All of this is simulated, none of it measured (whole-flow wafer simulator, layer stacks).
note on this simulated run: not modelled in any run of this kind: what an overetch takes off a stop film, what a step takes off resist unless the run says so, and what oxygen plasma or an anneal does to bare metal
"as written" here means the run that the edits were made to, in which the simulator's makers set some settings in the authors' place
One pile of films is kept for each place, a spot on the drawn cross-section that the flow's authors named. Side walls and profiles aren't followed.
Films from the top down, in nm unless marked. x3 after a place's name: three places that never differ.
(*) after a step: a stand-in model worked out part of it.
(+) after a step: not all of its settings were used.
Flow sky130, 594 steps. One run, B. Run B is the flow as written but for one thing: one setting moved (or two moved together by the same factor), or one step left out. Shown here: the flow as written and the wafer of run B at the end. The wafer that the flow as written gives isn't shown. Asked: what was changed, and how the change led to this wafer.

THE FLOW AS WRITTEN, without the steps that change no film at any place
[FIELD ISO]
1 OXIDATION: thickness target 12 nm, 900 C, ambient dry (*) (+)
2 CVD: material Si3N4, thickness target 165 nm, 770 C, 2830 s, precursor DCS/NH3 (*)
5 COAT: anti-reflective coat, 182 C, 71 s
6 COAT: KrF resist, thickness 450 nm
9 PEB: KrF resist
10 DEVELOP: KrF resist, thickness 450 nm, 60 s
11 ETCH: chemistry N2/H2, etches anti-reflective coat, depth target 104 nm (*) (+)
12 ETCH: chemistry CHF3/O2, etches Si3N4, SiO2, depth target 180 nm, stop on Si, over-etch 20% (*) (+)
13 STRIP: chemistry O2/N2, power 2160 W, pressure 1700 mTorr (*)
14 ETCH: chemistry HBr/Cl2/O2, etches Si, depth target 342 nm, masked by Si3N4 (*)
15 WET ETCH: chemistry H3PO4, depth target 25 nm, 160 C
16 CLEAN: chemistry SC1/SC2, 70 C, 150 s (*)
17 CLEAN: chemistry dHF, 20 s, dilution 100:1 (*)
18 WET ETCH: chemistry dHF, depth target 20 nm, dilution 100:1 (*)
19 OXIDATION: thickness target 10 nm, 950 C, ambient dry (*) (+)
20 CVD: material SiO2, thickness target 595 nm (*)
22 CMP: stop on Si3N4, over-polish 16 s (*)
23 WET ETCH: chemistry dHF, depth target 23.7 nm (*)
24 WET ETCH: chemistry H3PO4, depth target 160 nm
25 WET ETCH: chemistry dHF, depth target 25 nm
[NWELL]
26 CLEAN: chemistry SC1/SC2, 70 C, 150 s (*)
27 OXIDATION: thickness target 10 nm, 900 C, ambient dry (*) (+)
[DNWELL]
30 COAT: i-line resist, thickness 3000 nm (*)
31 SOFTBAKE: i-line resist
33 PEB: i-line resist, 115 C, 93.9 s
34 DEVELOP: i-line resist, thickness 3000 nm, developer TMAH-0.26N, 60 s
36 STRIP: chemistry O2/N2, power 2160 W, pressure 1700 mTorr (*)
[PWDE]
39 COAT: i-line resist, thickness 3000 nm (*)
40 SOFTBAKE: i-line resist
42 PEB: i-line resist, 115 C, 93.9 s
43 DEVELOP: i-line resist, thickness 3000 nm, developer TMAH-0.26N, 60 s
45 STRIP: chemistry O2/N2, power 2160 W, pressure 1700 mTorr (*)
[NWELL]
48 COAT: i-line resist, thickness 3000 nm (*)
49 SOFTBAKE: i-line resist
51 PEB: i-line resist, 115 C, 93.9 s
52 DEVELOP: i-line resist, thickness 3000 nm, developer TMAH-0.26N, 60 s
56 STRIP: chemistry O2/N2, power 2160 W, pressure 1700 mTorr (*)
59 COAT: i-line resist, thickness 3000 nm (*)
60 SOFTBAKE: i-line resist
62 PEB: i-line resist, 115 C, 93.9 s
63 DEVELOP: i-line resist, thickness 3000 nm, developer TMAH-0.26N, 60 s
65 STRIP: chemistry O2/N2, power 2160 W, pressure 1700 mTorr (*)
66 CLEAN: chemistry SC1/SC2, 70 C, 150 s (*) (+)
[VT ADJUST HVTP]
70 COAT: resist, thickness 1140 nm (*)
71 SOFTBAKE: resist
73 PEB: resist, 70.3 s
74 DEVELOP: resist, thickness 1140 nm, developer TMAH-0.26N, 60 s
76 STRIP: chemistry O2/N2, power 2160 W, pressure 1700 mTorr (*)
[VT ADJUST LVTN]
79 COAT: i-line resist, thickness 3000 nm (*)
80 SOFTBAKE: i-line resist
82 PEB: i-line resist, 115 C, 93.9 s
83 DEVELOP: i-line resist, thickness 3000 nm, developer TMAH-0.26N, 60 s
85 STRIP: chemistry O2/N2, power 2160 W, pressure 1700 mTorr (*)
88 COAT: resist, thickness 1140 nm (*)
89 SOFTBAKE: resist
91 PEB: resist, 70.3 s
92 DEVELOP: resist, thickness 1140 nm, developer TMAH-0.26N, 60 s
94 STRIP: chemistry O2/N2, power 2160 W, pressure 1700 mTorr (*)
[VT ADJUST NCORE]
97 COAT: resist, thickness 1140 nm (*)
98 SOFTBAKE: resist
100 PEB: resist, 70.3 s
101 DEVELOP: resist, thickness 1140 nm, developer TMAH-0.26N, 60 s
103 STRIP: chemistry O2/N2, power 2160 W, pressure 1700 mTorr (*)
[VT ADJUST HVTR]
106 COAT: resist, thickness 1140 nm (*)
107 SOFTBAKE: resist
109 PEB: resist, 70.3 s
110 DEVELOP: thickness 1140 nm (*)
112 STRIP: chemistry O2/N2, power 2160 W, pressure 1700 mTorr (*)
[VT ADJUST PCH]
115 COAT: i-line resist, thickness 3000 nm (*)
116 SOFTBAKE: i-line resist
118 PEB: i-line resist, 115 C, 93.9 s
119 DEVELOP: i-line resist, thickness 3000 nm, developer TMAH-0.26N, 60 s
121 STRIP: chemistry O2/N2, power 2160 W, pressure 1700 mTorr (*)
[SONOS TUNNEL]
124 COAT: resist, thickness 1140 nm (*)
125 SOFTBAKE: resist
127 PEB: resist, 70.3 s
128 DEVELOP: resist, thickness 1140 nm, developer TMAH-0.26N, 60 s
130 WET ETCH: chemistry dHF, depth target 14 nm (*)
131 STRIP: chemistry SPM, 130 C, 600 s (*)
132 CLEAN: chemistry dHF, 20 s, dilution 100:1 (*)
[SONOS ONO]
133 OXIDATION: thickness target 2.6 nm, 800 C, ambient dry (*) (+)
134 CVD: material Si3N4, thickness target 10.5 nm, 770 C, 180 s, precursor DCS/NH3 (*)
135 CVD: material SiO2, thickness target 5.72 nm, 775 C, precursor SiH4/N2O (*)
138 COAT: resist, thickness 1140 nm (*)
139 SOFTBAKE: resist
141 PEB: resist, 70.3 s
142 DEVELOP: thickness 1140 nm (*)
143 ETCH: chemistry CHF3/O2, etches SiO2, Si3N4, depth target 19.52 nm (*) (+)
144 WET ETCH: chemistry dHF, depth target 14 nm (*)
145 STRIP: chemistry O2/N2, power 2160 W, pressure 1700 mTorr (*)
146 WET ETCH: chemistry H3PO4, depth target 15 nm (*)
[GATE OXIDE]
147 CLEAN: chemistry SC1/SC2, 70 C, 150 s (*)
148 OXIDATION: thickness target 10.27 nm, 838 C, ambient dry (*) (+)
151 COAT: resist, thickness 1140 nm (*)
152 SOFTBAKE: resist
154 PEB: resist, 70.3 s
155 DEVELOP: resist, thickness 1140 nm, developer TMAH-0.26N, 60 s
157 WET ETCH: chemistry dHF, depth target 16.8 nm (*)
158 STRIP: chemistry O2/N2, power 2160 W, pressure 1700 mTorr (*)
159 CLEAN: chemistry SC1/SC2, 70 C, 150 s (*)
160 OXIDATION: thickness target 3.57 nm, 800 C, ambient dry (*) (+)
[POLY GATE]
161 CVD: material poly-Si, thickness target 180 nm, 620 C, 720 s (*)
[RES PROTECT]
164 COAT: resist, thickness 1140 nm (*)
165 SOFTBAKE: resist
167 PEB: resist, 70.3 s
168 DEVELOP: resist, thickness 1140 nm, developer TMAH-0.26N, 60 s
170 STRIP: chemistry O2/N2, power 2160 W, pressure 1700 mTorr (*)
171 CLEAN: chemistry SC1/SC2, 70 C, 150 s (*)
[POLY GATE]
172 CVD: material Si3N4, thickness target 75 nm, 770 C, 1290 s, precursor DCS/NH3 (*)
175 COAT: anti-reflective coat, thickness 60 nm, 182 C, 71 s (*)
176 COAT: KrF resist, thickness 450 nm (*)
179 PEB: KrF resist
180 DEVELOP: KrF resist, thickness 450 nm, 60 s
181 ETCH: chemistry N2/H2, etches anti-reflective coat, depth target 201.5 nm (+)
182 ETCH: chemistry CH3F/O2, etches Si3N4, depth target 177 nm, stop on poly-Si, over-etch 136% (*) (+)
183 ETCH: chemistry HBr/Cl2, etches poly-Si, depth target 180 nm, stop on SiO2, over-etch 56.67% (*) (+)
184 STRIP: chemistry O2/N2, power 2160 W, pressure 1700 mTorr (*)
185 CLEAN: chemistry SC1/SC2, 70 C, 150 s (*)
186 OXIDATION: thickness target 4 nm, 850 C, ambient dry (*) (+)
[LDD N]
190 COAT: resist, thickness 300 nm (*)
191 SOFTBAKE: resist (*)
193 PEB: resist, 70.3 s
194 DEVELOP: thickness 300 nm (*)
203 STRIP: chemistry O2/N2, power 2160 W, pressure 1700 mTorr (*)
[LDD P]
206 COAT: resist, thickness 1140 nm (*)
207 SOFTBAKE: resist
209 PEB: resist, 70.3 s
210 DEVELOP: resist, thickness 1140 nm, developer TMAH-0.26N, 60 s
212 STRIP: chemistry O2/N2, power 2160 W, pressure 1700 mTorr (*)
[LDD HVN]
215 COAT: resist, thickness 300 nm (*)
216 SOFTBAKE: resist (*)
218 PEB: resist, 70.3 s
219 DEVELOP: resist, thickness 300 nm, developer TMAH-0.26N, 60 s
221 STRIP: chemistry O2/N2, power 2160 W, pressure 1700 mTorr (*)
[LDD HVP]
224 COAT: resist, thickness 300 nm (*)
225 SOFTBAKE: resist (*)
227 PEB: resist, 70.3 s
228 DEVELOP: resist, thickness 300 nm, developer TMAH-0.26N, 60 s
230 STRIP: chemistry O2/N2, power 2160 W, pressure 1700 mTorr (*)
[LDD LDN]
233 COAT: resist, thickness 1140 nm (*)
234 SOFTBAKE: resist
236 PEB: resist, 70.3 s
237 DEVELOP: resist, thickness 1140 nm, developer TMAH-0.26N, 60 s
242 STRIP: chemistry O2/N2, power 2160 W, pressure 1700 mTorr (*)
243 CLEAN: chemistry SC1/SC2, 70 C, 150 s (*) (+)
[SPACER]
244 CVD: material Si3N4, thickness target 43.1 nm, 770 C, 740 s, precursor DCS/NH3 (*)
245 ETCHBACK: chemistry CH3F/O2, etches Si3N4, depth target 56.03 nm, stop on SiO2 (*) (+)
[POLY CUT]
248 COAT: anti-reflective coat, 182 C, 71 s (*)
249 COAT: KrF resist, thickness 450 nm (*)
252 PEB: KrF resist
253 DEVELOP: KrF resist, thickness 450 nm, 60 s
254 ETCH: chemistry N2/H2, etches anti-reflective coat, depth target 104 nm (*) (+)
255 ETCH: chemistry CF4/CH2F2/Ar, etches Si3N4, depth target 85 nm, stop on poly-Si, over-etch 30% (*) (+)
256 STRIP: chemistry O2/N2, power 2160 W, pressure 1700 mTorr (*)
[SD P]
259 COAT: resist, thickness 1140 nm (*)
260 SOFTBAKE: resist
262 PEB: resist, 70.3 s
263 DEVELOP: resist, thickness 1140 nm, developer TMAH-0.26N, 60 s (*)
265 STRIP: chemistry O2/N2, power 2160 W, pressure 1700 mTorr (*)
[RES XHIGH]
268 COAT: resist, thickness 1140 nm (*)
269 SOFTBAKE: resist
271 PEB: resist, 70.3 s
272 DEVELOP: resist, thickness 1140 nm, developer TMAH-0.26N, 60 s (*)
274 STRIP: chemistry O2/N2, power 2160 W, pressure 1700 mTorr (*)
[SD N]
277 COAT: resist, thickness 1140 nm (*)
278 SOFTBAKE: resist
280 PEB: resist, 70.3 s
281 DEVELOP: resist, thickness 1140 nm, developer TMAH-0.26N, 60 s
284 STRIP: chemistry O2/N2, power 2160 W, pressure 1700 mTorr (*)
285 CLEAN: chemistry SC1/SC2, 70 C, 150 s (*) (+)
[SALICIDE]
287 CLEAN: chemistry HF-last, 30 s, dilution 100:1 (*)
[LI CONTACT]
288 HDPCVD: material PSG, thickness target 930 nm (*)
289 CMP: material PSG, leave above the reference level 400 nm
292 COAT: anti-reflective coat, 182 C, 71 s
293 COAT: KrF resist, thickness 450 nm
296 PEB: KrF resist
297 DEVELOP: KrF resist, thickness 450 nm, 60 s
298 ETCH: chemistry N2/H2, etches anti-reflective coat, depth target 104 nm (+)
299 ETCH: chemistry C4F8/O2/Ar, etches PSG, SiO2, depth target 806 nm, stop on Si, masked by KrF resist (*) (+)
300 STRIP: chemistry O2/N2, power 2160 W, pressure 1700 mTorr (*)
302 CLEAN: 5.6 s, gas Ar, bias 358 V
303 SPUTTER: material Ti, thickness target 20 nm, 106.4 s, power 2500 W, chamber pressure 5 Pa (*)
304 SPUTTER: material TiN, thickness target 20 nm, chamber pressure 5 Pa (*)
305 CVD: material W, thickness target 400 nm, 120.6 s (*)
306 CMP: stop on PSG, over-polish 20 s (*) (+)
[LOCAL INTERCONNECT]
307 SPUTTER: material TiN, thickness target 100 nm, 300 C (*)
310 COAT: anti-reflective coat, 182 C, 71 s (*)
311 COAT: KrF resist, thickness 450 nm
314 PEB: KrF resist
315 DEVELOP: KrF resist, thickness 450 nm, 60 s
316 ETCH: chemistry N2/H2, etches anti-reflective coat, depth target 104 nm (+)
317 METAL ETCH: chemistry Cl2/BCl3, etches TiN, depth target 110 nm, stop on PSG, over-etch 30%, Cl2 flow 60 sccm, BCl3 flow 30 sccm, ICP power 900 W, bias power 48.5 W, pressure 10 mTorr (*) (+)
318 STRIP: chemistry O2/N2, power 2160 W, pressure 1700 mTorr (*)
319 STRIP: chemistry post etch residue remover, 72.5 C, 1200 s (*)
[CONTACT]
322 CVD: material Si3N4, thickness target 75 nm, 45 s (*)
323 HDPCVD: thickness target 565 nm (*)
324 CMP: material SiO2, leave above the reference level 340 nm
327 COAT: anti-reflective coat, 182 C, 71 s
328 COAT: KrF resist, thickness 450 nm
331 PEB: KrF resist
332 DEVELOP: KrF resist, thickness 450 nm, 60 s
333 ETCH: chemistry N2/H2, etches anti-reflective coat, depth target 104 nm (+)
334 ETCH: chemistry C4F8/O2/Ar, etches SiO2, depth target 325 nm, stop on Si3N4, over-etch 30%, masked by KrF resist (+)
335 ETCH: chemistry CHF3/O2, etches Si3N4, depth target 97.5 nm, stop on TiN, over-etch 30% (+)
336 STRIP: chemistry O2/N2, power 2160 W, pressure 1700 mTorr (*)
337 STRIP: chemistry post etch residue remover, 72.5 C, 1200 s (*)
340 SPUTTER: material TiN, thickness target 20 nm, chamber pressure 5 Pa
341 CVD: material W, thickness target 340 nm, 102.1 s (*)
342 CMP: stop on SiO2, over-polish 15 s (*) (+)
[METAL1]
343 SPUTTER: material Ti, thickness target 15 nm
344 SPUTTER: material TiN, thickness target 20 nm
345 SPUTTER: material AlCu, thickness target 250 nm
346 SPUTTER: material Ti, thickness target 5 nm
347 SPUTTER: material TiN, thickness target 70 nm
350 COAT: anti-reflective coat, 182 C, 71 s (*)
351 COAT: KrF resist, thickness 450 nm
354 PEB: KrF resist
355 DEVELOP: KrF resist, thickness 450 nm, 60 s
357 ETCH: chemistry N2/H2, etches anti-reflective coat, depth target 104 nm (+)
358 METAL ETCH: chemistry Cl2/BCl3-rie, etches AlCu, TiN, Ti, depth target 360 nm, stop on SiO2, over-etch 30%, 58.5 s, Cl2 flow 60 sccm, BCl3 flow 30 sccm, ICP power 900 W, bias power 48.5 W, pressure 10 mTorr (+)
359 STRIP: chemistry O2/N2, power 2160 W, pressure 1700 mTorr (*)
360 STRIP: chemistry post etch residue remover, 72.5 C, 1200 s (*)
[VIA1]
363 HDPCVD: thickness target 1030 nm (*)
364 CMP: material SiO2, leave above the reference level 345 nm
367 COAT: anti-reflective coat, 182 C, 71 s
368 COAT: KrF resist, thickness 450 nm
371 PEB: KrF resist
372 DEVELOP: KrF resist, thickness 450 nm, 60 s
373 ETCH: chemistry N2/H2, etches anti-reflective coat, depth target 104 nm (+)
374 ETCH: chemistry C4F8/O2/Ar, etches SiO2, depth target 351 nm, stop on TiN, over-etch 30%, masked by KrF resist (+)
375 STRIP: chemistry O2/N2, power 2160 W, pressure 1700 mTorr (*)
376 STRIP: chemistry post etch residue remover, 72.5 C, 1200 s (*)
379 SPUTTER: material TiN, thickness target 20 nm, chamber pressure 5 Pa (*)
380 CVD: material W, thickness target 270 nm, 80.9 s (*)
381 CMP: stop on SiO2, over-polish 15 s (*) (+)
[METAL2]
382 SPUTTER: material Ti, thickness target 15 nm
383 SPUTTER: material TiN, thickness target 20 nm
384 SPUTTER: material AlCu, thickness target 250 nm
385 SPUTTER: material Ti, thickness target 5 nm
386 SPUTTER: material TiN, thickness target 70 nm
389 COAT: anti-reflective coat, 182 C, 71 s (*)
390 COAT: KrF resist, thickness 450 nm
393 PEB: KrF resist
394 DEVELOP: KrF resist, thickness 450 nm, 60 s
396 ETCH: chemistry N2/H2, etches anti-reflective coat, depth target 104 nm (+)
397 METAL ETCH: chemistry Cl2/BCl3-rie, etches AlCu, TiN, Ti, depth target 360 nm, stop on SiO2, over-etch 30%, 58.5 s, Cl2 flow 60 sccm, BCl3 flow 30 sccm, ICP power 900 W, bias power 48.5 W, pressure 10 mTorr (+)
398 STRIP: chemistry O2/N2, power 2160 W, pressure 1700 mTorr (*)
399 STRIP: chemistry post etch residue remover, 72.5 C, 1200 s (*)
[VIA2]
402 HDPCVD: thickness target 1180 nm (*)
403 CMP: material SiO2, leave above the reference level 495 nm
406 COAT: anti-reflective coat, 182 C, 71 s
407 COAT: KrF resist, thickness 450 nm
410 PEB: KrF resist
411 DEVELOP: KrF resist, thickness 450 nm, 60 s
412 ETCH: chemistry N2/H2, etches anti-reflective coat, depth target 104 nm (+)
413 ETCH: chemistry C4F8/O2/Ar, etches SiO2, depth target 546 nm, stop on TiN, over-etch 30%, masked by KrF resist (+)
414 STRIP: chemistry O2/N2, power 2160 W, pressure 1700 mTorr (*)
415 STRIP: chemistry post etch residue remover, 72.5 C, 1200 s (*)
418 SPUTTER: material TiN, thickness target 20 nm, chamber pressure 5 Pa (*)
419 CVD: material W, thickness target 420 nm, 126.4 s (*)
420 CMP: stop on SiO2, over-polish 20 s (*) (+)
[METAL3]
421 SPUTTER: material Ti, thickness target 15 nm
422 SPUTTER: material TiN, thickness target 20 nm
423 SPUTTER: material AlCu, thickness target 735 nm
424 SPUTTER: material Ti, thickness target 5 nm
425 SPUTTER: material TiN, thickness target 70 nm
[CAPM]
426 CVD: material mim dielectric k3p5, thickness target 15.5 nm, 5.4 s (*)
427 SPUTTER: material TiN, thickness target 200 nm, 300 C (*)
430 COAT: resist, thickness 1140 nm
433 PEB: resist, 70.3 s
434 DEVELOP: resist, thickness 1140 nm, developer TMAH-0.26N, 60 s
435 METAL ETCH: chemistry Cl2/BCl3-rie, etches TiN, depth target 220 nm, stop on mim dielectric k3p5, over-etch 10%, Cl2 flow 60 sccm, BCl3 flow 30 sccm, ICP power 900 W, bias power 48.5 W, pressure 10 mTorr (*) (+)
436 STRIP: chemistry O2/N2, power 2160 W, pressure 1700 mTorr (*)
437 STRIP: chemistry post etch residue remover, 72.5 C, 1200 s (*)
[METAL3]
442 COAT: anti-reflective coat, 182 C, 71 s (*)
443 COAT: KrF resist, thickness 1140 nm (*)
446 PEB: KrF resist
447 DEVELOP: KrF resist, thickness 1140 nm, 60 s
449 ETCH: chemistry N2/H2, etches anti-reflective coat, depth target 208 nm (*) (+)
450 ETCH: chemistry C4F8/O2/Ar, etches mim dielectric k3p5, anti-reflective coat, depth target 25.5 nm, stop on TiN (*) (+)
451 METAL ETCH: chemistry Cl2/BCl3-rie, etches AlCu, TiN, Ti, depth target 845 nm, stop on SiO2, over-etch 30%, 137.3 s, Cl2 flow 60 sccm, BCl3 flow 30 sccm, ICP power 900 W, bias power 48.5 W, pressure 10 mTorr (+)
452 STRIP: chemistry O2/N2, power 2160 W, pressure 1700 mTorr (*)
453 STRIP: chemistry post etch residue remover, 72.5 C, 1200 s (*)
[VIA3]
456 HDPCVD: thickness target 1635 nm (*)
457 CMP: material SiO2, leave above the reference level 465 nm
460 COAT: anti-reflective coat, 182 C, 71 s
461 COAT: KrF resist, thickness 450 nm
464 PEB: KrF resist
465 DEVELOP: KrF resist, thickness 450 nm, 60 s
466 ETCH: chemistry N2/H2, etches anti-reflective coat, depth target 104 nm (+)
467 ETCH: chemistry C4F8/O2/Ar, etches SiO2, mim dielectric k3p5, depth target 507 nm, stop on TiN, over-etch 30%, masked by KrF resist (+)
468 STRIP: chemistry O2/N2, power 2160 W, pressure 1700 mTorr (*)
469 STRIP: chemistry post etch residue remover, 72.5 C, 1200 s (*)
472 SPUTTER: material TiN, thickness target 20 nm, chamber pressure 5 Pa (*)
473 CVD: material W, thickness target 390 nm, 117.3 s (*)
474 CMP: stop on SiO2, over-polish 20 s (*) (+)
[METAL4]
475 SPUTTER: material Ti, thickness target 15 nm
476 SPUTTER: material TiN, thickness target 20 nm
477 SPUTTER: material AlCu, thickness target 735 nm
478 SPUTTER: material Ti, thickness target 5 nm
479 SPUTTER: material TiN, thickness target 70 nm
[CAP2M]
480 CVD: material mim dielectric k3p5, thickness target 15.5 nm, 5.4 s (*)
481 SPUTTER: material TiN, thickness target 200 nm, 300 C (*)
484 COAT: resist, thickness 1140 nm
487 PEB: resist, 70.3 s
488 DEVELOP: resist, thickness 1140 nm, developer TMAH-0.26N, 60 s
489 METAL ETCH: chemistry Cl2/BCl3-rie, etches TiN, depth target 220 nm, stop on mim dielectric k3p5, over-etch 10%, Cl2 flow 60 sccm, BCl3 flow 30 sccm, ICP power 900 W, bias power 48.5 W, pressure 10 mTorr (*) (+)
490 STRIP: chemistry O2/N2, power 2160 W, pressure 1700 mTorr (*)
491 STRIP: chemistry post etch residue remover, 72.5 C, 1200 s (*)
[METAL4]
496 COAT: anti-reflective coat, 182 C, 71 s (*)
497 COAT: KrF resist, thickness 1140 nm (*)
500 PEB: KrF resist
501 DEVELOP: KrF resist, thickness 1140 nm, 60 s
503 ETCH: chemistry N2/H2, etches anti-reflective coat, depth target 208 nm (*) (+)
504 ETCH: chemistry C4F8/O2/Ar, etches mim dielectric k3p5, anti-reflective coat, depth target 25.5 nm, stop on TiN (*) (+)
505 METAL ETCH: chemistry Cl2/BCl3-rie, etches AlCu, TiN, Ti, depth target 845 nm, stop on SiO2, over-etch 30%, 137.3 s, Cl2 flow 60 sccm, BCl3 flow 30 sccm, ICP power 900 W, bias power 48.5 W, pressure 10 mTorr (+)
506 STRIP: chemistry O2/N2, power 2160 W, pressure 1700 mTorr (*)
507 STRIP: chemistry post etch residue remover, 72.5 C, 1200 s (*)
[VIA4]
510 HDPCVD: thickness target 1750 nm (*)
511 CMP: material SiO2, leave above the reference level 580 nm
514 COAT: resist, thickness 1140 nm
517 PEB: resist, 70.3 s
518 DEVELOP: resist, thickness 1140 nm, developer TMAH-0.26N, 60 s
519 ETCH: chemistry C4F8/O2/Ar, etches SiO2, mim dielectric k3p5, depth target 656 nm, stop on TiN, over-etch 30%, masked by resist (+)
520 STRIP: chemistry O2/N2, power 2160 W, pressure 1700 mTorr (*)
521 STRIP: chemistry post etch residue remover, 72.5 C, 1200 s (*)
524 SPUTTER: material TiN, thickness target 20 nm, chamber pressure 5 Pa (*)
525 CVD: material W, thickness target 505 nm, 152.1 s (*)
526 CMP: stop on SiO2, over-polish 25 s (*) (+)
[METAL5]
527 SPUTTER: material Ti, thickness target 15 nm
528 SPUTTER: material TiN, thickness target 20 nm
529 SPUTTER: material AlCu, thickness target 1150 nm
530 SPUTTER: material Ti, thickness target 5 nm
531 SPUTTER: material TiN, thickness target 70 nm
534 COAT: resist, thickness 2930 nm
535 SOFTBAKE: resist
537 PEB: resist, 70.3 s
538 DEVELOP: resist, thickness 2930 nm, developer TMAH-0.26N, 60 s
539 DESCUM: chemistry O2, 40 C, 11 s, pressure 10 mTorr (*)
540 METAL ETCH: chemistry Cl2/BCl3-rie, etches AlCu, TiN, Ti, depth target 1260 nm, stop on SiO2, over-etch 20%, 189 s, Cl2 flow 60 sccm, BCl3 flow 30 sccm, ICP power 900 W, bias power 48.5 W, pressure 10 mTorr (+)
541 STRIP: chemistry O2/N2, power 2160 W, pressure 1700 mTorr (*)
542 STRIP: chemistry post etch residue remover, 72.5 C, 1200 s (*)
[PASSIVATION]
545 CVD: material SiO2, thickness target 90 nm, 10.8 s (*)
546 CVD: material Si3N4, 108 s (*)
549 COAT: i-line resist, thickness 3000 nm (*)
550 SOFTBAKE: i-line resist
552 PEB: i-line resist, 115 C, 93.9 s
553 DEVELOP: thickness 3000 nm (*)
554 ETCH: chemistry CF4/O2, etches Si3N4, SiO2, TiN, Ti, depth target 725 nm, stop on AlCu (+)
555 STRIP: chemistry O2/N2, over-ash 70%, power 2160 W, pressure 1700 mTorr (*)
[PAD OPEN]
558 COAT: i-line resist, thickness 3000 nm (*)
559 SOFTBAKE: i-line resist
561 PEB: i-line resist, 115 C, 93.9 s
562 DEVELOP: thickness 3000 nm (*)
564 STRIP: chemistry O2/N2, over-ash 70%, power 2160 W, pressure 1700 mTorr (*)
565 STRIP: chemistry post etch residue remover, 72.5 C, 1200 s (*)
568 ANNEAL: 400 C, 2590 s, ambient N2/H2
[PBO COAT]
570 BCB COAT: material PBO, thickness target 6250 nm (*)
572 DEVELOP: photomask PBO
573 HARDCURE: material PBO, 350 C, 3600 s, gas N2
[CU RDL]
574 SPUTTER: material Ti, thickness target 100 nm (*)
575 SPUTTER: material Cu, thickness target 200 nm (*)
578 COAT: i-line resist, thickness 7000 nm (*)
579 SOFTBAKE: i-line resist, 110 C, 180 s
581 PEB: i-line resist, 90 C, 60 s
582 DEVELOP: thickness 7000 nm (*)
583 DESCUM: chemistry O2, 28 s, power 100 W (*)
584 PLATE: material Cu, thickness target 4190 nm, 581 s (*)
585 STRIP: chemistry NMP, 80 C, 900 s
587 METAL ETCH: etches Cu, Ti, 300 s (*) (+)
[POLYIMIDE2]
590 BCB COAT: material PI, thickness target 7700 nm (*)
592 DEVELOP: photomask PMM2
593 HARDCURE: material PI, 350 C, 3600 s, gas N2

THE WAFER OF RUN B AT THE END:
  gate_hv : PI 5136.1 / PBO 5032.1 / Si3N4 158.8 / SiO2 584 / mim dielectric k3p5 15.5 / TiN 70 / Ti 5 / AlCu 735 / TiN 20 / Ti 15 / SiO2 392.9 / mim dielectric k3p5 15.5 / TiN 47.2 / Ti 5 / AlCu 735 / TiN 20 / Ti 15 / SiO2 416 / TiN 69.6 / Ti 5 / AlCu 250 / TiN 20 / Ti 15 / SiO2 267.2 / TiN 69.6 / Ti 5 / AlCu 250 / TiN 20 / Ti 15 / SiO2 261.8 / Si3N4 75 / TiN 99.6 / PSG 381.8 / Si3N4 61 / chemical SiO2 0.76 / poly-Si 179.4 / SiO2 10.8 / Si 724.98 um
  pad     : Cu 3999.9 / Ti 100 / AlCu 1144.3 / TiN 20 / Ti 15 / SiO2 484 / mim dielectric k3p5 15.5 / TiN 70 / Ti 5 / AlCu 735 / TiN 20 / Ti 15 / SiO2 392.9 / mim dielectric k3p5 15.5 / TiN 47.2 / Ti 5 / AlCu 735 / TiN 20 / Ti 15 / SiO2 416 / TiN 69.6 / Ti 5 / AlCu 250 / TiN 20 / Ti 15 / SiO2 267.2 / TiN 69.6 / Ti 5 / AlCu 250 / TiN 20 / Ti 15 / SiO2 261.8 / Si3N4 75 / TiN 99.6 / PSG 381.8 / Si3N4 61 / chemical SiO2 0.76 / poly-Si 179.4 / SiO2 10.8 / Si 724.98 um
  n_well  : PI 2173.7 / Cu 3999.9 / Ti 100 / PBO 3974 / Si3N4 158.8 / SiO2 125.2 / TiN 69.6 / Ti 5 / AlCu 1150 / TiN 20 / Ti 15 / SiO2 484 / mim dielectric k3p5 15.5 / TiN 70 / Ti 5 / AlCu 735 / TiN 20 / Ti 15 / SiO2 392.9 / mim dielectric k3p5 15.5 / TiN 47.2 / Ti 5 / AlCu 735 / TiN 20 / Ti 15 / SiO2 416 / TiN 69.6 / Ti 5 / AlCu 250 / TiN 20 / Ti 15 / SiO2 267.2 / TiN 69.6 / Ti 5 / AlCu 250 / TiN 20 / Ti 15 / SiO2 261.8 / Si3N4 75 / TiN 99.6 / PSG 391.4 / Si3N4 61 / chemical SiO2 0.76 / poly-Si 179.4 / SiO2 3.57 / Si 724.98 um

The cause: step 425, SPUTTER: thickness target 47.2 nm was run, where the flow has thickness target 70 nm.
It can be read off the wafer: gate_hv has TiN 47.2, and step 425 as written asks for 70 nm.

How the change led to this, step by step:
  425 SPUTTER: material TiN, thickness target 70 nm
      field, active, n_well and 188 more: TiN +47.2 (new film) (as written it would be: TiN +70 (new film))
  451 METAL ETCH: chemistry Cl2/BCl3-rie, etches AlCu, TiN, Ti, depth target 845 nm, stop on SiO2, over-etch 30%, 137.3 s, Cl2 flow 60 sccm, BCl3 flow 30 sccm, ICP power 900 W, bias power 48.5 W, pressure 10 mTorr (+)
      field, gate, spacer and 68 more: TiN -47.2 (all of it), Ti -5 (all of it), AlCu -735 (all of it), TiN -20 (all of it), Ti -15 (all of it), SiO2 -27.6 (as written it would be: TiN -70 (all of it), Ti -5 (all of it), AlCu -735 (all of it), TiN -20 (all of it), Ti -15 (all of it), SiO2 -25.4)
      active, vpp_ln, vpp_iso2 and 11 more: TiN -47.2 (all of it), Ti -5 (all of it), AlCu -735 (all of it), TiN -20 (all of it), Ti -15 (all of it), SiO2 -27.6 (as written it would be: TiN -70 (all of it), Ti -5 (all of it), AlCu -735 (all of it), TiN -20 (all of it), Ti -15 (all of it), SiO2 -25.3)
  467 ETCH: chemistry C4F8/O2/Ar, etches SiO2, mim dielectric k3p5, depth target 507 nm, stop on TiN, over-etch 30%, masked by KrF resist (+)
      m1: SiO2 -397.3 (all of it), mim dielectric k3p5 -15.5 (all of it) (as written it would be: SiO2 -374.5 (all of it), mim dielectric k3p5 -15.5 (all of it))
      via3_hole: SiO2 -396.7 (all of it), mim dielectric k3p5 -15.5 (all of it) (as written it would be: SiO2 -373.9 (all of it), mim dielectric k3p5 -15.5 (all of it))
  473 CVD: material W, thickness target 390 nm, 117.3 s (*)
      m1: W +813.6 (new film) (as written it would be: W +790.5 (new film))
      via3_hole: W +813 (new film) (as written it would be: W +789.9 (new film))
